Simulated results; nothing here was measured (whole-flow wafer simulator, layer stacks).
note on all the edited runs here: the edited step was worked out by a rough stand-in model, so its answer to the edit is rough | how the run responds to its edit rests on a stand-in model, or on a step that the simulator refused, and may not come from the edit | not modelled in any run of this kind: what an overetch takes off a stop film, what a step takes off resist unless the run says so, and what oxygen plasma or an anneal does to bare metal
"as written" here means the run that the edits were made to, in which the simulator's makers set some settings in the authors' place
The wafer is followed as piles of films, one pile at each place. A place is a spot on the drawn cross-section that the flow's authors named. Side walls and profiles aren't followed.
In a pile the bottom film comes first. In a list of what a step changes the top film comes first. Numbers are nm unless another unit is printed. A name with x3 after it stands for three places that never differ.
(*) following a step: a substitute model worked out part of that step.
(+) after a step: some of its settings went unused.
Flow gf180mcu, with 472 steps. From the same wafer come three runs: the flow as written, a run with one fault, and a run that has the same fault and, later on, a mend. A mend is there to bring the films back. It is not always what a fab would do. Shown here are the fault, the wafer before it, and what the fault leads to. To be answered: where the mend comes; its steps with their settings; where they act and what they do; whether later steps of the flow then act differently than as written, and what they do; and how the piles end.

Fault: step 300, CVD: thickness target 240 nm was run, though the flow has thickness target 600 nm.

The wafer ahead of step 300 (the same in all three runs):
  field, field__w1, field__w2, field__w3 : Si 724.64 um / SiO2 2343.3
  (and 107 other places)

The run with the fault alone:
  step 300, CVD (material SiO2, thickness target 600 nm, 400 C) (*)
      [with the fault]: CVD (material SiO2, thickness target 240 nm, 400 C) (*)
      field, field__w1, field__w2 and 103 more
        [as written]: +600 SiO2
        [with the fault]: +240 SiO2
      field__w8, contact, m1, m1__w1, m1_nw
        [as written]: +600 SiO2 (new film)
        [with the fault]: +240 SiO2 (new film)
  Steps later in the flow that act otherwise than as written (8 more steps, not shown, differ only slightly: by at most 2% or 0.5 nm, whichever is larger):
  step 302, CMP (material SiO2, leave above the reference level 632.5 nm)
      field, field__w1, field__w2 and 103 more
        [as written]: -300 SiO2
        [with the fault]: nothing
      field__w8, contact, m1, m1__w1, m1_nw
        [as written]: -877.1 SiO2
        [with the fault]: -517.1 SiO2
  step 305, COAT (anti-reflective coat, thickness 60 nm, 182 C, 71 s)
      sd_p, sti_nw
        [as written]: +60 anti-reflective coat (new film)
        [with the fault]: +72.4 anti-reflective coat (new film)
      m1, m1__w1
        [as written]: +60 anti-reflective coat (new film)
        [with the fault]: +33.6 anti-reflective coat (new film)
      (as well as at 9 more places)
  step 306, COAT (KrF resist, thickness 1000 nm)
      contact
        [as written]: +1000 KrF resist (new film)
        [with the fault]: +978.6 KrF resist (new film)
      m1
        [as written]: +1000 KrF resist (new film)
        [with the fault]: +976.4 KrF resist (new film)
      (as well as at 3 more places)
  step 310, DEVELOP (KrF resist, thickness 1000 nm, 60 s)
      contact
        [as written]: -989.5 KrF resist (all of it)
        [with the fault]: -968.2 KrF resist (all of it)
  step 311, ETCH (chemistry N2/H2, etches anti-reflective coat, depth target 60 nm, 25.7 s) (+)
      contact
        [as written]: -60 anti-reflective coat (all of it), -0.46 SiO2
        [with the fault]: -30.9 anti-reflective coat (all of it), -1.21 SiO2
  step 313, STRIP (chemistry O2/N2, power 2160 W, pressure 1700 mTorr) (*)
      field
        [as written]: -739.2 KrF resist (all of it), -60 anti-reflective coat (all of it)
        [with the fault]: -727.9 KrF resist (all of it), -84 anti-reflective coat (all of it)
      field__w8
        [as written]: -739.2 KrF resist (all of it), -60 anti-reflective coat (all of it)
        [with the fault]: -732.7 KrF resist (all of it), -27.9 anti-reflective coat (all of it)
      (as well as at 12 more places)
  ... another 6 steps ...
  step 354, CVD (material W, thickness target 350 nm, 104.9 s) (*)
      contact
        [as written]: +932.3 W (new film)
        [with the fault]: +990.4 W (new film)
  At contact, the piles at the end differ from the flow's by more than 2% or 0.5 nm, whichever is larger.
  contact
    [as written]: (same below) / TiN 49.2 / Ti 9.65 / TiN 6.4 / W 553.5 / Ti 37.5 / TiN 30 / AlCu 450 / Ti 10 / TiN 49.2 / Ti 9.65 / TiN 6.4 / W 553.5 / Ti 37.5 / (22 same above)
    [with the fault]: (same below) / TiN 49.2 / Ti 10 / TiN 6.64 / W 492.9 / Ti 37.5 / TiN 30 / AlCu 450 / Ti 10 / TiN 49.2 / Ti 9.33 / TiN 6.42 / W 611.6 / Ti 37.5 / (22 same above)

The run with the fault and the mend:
  The mend stands after step 300.
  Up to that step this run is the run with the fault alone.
  step 300a, CVD (material SiO2, thickness target 360 nm, 400 C) (*) (a further turn of the flow's step 300, with different settings)
      field, field__w1, field__w2 and 108 more
        +360 SiO2
  Every later step of the flow that is run acts as written at every place that is followed.
  By the end, the piles equal the flow's at every place that both follow.
